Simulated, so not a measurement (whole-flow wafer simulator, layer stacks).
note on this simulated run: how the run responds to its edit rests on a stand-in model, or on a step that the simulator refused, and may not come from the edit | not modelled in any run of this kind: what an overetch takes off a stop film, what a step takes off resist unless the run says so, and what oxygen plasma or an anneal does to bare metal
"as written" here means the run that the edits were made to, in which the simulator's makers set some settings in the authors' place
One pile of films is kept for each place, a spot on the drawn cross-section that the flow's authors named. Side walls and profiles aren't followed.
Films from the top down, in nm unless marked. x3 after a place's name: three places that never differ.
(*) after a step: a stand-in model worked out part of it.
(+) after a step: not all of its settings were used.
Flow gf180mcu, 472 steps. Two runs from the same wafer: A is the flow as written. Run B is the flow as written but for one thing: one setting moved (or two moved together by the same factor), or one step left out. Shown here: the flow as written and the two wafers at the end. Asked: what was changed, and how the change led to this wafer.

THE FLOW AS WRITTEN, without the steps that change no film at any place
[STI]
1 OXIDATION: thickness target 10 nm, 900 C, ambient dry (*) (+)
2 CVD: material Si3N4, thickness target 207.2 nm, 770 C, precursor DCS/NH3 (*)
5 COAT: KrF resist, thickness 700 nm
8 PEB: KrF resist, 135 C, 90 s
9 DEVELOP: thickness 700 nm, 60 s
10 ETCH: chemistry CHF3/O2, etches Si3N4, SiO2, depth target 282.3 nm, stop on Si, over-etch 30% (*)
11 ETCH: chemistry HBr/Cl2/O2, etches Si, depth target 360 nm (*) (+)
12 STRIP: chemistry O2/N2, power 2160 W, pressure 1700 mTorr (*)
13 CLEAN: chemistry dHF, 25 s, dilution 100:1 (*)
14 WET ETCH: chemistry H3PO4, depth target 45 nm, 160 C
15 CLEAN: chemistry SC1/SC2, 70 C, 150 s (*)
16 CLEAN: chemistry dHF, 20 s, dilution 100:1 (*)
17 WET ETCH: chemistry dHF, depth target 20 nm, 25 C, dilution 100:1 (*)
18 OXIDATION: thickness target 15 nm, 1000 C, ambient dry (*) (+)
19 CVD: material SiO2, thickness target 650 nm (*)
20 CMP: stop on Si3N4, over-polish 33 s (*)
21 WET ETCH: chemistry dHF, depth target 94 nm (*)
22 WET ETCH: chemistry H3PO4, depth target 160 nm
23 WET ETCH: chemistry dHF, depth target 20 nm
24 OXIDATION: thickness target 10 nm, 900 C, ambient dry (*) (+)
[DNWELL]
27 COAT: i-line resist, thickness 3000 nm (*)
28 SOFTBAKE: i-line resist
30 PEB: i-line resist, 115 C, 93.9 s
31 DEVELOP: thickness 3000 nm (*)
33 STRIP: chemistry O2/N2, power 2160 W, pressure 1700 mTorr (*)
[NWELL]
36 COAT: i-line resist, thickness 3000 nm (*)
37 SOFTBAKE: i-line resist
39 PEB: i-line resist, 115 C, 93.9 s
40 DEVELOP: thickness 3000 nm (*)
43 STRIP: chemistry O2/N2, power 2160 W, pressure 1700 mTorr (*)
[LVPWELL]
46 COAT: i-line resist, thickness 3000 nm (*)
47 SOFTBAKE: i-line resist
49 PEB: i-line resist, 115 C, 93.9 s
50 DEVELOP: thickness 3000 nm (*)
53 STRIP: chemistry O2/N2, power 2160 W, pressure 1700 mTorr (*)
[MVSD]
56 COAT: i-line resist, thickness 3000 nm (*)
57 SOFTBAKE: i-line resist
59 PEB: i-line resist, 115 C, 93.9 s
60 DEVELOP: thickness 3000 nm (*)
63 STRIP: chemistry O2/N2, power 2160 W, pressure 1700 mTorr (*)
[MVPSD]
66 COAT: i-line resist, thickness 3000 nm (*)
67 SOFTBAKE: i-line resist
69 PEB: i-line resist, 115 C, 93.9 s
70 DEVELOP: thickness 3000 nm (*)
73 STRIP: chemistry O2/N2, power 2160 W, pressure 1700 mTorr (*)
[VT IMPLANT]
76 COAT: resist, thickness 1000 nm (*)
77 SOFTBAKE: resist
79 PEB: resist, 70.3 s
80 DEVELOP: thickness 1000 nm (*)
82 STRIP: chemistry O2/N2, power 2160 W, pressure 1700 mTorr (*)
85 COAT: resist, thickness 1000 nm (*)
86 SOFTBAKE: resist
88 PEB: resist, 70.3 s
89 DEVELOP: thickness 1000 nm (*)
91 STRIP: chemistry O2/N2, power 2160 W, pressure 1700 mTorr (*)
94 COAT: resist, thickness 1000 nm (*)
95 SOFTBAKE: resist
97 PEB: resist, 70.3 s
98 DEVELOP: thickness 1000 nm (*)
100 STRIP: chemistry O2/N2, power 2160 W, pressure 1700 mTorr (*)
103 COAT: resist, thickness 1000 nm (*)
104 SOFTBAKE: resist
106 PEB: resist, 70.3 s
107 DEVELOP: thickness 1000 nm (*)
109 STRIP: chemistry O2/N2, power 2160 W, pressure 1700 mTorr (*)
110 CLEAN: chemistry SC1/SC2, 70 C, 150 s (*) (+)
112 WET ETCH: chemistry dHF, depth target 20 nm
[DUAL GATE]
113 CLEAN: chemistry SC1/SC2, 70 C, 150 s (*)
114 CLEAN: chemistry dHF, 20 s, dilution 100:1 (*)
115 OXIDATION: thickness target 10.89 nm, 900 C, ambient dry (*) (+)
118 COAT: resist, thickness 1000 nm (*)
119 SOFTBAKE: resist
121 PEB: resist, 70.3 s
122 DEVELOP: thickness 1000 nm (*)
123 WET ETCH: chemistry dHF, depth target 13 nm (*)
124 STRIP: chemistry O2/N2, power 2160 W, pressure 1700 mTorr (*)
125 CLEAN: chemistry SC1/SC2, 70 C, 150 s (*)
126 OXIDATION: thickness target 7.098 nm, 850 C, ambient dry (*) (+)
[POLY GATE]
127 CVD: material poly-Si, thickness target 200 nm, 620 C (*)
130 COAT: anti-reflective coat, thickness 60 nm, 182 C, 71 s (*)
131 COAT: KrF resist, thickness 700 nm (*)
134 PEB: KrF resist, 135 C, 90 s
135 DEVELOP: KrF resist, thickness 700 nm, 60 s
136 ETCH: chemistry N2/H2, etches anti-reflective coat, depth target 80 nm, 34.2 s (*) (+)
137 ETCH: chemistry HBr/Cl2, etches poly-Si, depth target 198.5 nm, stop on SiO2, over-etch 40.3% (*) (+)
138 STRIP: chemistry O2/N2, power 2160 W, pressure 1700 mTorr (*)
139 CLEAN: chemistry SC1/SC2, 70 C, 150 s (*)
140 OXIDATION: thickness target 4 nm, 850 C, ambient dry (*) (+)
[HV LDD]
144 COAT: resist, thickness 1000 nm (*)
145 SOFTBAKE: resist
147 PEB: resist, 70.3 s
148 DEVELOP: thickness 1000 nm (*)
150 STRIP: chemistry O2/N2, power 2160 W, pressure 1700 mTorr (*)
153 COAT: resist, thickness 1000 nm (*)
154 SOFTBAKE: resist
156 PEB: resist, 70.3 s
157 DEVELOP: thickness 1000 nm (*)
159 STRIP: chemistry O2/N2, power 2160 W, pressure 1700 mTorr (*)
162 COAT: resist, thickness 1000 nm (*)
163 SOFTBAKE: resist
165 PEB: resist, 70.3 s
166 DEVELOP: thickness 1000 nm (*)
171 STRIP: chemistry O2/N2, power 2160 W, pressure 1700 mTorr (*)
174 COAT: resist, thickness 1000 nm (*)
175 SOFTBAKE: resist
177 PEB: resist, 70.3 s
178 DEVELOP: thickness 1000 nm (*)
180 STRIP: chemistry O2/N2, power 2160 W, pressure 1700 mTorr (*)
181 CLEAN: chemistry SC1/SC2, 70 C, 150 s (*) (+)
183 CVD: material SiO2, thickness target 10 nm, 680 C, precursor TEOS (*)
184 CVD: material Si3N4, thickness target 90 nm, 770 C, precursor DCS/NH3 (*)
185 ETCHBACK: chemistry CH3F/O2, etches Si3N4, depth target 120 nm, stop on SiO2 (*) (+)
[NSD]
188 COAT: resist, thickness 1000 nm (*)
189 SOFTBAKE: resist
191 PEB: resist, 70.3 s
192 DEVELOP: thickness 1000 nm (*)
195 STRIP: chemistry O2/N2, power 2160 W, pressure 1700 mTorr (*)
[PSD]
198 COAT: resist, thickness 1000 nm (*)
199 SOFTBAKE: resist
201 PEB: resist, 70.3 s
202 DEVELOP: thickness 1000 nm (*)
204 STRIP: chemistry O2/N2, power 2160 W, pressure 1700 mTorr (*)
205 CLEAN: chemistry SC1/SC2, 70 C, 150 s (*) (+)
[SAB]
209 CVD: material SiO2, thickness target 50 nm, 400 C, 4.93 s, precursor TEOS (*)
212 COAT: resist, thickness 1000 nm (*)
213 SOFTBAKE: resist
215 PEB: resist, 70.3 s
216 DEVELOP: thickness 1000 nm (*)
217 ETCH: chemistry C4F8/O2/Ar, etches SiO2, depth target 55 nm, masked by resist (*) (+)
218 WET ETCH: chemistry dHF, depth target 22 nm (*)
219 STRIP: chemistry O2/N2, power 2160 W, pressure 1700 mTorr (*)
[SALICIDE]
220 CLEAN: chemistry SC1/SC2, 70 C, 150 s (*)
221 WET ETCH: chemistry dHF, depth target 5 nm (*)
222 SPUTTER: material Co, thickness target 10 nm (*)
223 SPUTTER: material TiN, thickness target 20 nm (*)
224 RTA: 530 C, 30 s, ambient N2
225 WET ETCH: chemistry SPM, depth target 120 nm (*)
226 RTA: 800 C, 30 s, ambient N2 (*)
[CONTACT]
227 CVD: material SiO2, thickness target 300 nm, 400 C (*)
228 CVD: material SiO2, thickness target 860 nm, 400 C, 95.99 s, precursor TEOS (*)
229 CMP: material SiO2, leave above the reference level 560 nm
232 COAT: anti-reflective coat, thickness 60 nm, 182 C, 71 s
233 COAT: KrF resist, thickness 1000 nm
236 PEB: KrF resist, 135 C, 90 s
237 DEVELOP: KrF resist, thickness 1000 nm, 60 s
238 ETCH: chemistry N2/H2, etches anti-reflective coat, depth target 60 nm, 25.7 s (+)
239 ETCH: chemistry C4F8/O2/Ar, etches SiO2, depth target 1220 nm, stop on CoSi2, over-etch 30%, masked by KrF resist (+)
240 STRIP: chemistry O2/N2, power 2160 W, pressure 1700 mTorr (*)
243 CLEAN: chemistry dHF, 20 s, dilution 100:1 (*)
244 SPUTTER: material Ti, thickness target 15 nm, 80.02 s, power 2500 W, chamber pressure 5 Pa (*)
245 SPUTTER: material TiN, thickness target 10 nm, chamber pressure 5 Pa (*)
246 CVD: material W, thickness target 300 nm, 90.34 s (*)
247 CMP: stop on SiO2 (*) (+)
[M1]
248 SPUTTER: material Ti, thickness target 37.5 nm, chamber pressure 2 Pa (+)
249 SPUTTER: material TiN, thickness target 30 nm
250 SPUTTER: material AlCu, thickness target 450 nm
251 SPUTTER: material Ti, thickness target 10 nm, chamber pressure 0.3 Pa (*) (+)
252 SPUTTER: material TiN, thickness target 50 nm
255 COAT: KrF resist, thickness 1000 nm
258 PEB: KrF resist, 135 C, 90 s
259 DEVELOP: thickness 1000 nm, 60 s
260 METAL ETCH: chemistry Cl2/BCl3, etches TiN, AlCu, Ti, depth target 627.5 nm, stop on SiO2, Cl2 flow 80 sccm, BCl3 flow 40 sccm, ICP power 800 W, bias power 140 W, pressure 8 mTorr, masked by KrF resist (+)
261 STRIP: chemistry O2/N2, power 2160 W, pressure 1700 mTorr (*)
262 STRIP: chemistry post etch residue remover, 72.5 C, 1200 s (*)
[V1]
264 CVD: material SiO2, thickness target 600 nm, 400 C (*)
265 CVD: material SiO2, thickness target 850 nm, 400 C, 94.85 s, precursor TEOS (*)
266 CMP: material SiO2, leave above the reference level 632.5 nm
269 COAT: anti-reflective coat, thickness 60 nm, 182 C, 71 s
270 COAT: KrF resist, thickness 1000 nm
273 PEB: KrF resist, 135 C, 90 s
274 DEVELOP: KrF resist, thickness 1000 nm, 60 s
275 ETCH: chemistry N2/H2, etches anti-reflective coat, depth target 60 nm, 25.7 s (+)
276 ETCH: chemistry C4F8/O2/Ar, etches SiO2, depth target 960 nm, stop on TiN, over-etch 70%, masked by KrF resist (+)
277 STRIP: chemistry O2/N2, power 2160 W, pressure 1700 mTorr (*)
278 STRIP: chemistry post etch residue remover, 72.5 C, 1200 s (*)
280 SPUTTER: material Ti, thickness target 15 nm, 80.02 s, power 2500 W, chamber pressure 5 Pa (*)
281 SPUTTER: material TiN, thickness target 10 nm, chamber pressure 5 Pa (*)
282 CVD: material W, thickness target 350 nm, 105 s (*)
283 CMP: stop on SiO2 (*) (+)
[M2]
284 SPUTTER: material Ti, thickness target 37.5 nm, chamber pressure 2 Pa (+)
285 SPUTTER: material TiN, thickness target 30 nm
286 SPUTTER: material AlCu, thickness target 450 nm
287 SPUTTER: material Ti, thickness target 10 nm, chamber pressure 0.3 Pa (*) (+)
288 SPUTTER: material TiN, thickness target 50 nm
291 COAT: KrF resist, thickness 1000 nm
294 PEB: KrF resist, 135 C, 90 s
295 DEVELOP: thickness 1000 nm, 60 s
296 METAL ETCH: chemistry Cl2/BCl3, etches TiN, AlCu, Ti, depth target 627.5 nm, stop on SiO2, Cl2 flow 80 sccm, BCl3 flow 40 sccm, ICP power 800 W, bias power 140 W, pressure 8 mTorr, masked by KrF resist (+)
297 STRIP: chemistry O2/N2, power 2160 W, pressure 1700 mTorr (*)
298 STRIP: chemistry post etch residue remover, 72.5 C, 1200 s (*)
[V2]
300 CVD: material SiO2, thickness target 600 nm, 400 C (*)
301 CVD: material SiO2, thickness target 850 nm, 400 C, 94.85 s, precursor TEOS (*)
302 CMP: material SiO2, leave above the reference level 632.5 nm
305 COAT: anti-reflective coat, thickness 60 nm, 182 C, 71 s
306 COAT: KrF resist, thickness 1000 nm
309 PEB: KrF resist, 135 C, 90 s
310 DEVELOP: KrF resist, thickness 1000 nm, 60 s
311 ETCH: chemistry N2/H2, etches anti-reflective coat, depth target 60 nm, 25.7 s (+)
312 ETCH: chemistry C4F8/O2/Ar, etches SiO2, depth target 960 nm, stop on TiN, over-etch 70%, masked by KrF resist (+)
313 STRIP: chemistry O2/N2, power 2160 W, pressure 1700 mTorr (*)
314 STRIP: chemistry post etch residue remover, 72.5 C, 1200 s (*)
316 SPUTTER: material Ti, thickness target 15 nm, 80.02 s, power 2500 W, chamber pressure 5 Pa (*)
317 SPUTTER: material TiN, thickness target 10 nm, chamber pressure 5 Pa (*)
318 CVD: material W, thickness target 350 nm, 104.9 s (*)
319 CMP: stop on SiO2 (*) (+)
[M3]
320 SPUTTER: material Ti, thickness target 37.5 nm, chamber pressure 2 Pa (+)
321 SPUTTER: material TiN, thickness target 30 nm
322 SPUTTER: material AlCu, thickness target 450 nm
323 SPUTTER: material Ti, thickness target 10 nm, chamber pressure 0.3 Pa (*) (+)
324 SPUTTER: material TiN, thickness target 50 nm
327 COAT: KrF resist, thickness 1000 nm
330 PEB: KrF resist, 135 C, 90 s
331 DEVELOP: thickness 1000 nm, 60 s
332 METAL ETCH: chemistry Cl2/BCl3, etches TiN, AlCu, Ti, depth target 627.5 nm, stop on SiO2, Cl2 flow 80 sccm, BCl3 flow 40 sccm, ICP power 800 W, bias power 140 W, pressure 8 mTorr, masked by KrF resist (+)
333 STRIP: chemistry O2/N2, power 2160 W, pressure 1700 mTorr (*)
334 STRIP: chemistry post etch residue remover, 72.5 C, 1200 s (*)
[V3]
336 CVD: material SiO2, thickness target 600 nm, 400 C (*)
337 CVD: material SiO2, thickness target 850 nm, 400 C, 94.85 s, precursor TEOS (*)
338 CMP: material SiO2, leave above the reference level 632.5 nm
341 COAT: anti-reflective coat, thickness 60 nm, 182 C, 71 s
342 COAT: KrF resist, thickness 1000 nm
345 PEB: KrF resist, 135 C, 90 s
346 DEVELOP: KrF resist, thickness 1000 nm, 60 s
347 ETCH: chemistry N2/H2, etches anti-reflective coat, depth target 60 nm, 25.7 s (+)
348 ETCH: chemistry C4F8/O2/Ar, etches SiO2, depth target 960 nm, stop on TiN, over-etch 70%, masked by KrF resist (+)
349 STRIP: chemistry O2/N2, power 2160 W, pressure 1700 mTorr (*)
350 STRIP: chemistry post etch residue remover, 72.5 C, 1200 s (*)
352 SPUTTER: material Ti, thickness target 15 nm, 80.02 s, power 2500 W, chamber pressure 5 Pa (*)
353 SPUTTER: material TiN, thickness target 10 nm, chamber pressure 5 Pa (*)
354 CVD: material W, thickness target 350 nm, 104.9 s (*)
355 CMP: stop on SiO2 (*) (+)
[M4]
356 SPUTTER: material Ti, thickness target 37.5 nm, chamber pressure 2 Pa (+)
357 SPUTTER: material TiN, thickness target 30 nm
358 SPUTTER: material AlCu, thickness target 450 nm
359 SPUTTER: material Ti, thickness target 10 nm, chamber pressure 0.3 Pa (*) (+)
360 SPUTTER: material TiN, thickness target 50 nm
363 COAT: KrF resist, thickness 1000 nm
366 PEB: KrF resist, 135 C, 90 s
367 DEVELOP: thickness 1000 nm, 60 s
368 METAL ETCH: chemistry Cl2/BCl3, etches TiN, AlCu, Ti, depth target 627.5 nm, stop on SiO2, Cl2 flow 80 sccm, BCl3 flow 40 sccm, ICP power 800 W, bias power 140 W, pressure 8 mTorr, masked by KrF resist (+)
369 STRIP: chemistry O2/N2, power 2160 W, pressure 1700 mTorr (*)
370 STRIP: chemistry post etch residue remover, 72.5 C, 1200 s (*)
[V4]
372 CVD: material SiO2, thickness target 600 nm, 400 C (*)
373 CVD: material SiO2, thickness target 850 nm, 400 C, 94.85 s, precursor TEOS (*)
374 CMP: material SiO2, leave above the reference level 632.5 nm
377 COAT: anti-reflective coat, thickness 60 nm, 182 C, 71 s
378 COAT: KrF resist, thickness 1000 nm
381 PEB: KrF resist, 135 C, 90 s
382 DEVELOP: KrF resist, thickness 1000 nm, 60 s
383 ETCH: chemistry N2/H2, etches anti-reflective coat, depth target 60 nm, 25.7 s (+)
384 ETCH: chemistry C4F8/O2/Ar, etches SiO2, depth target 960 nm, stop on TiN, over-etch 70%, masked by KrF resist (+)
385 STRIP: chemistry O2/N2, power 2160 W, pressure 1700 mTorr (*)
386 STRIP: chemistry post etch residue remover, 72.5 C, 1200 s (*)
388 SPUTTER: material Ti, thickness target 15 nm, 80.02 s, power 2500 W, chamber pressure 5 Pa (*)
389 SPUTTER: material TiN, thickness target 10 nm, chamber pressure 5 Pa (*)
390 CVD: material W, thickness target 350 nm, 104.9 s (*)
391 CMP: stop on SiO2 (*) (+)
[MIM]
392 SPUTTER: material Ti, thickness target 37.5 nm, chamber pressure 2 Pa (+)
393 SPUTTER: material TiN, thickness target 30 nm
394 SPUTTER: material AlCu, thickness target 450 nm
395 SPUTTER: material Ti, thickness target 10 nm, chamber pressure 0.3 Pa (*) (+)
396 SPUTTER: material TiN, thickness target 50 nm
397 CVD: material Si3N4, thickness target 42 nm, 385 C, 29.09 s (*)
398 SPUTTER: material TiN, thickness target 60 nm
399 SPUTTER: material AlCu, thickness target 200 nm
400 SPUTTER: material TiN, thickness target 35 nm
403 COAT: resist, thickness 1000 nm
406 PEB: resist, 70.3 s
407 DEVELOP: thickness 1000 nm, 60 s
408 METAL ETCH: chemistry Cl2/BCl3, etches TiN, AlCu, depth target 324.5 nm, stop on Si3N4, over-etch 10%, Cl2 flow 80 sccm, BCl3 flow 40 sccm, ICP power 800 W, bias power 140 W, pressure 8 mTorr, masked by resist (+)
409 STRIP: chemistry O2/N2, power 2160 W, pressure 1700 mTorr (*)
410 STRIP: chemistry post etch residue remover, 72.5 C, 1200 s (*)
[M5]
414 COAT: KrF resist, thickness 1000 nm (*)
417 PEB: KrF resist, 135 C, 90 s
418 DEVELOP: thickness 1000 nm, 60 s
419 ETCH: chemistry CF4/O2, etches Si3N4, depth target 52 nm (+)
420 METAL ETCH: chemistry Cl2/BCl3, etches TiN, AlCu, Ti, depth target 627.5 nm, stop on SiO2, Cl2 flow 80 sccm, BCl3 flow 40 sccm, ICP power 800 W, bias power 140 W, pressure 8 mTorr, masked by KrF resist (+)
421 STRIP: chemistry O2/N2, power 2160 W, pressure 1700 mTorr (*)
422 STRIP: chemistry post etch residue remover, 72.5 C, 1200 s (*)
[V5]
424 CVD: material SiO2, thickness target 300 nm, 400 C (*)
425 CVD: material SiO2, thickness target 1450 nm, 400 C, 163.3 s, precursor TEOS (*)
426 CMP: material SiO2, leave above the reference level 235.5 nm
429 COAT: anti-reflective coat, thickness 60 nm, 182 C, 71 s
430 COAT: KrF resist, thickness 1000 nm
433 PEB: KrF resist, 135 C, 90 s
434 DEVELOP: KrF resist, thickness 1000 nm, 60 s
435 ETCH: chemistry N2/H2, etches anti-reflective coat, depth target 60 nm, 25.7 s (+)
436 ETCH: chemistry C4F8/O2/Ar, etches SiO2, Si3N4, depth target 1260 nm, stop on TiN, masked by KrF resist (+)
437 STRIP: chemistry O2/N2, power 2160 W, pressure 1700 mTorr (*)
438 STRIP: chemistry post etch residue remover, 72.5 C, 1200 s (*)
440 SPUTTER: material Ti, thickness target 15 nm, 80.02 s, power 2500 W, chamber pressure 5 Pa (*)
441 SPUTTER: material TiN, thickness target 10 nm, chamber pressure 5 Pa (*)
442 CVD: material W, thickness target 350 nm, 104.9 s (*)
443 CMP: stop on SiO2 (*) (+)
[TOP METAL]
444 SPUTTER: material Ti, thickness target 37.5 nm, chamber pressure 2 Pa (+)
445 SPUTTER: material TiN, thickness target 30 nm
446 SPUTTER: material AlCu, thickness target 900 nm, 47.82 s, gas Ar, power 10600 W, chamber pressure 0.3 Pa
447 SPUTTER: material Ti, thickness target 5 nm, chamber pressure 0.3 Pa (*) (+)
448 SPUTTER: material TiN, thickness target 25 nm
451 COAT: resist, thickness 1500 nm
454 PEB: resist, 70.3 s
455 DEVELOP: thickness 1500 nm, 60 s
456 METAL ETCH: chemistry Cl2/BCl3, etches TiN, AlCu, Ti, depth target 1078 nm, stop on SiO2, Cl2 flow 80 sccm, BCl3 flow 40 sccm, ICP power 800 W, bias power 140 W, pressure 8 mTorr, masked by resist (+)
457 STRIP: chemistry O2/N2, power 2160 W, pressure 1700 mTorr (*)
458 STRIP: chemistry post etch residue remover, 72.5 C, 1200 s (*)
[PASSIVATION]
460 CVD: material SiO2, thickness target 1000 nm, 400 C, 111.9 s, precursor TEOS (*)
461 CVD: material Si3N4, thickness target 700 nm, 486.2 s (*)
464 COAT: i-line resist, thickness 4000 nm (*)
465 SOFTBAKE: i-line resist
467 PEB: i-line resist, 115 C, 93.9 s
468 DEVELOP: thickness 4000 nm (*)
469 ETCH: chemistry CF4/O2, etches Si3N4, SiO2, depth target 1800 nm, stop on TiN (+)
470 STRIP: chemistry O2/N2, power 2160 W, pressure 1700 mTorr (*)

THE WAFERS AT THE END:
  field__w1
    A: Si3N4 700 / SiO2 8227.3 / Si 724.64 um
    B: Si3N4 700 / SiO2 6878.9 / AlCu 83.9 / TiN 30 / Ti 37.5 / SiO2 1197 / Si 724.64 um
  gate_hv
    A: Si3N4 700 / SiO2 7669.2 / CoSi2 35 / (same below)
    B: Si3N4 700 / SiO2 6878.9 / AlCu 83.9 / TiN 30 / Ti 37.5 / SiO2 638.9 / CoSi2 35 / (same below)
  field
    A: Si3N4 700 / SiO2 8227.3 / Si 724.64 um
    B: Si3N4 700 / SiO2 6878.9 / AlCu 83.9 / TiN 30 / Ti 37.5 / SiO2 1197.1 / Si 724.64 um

The cause: step 260, METAL ETCH: depth target 420.4 nm was run, where the flow has depth target 627.5 nm.

How the change led to this, step by step:
  260 METAL ETCH: chemistry Cl2/BCl3, etches TiN, AlCu, Ti, depth target 627.5 nm, stop on SiO2, Cl2 flow 80 sccm, BCl3 flow 40 sccm, ICP power 800 W, bias power 140 W, pressure 8 mTorr, masked by KrF resist (+)
      field, field__w1, field__w2 and 99 more: A TiN -50 (all of it), Ti -10 (all of it), AlCu -450 (all of it), TiN -30 (all of it), Ti -37.5 (all of it) | B TiN -50 (all of it), Ti -10 (all of it), AlCu -360.4
      field__w8, contact, m1 and 6 more: A KrF resist -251 | B KrF resist -168.2
  261 STRIP: chemistry O2/N2, power 2160 W, pressure 1700 mTorr (*)
      field__w8, contact, m1 and 6 more: A KrF resist -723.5 (all of it) | B KrF resist -806.4 (all of it)
  262 STRIP: chemistry post etch residue remover, 72.5 C, 1200 s (*)
      field, field__w1, field__w2 and 99 more: A nothing | B AlCu -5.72
  264 CVD: material SiO2, thickness target 600 nm, 400 C (*)
      field, field__w1, field__w2 and 99 more: A SiO2 +600 | B SiO2 +600 (new film)
  266 CMP: material SiO2, leave above the reference level 632.5 nm
      field, field__w1, field__w2 and 99 more: A SiO2 -300 | B SiO2 -451.4
Counting metal films that touch as one body, field__w1 has 1 body; the flow as written gives 0 bodies.
Counting metal films that touch as one body, gate_hv has 2 bodies (between them, from the top down: SiO2 638.9); the flow as written gives 1 body.
Counting metal films that touch as one body, field has 1 body; the flow as written gives 0 bodies.
